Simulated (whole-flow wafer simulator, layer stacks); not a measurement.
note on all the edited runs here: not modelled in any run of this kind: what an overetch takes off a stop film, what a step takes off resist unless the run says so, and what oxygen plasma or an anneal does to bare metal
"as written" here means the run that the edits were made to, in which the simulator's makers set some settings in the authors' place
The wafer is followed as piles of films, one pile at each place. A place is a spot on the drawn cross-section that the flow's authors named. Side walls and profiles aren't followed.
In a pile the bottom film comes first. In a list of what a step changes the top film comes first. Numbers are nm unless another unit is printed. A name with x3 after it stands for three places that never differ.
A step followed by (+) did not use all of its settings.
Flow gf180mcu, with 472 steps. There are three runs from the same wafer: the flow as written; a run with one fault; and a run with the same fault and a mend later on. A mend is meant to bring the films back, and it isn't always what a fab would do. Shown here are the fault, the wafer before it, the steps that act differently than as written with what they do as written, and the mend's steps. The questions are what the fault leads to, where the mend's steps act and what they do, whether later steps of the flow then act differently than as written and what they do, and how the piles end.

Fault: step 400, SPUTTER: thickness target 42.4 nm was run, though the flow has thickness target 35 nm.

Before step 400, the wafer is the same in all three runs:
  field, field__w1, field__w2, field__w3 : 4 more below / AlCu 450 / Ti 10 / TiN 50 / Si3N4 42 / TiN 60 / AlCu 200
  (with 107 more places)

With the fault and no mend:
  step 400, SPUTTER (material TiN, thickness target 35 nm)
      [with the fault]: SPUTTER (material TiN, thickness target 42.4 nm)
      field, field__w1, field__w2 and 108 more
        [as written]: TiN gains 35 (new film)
        [with the fault]: TiN gains 42.4 (new film)
  Later steps of the flow acting differently than as written (not shown: 8 more steps that differ only slightly, by at most 2% or 0.5 nm, whichever is larger):
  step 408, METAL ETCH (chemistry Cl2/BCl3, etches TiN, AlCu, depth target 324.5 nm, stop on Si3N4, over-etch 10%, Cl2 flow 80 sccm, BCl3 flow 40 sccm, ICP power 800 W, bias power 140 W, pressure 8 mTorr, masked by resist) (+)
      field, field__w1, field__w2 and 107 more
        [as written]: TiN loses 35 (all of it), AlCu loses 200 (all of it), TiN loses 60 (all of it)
        [with the fault]: TiN loses 42.4 (all of it), AlCu loses 200 (all of it), TiN loses 60 (all of it)
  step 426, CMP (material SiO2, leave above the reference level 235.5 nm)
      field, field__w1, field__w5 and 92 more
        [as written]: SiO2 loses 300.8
        [with the fault]: SiO2 loses 293.4
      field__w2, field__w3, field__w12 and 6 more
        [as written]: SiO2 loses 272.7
        [with the fault]: SiO2 loses 265.3
  The piles end different from the flow's at mim by more than 2% or 0.5 nm, whichever is larger.
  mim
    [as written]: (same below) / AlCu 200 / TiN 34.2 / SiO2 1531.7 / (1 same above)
    [with the fault]: (same below) / AlCu 200 / TiN 41.6 / SiO2 1531.7 / (1 same above)

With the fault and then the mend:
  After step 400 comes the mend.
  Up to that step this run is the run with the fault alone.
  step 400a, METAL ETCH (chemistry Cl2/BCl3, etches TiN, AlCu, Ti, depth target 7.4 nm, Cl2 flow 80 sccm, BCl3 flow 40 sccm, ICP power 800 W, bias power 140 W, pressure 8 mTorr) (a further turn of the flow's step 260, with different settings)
      field, field__w1, field__w2 and 108 more
        TiN loses 7.4
  Later steps of the flow that are run all act as written at every place that is followed.
  The piles end the same as the flow's at every place that both follow.
